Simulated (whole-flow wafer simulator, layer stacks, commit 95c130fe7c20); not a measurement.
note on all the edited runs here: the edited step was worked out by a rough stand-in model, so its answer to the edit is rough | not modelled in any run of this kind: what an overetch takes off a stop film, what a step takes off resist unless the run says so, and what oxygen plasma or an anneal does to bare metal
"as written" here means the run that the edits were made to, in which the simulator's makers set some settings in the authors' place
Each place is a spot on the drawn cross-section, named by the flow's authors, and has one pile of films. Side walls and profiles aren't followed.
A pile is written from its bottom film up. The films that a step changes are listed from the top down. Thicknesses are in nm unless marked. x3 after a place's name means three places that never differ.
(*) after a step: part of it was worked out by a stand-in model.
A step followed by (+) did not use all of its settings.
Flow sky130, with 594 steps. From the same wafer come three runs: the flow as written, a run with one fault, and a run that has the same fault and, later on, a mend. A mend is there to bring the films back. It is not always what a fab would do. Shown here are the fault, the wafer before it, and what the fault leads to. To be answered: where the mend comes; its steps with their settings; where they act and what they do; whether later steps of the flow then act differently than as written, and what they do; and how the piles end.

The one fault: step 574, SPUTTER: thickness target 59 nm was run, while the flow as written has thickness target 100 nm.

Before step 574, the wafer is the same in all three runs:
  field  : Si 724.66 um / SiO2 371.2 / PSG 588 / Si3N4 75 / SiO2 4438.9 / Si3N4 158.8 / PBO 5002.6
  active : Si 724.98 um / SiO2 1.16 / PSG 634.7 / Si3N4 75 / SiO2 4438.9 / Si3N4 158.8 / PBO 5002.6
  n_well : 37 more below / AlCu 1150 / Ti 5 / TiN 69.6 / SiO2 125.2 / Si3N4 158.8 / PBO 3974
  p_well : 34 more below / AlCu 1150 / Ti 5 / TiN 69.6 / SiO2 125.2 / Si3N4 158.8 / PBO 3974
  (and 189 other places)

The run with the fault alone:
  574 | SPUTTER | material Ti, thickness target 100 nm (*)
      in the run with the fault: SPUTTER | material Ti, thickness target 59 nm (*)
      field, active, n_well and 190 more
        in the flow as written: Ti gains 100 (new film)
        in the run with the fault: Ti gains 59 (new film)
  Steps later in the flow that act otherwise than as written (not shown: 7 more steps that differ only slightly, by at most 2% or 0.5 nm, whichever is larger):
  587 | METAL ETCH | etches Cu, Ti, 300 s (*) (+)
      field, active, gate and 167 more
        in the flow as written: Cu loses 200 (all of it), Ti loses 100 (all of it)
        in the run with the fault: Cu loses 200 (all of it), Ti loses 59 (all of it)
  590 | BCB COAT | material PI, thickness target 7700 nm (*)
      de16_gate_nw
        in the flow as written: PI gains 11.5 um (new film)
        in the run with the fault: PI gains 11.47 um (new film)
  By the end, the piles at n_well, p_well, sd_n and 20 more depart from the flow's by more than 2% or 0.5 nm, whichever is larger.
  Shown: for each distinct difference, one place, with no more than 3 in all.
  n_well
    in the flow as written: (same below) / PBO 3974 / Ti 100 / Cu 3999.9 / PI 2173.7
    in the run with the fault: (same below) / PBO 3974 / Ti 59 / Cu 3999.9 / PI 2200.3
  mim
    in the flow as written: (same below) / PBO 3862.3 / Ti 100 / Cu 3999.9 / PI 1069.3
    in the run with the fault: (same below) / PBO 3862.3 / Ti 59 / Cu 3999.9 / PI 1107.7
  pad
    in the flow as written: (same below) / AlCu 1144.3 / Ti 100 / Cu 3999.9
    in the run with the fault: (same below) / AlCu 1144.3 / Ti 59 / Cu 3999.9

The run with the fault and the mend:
  After step 574 comes the mend.
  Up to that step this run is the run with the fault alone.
  574a | SPUTTER | material Ti, thickness target 41 nm (*) (the flow's step 574, run once more with other settings)
      field, active, n_well and 190 more
        Ti gains 41
  Every later step of the flow that is run acts as written at every place that is followed.
  At every place that both follow, the piles at the end match the flow's.
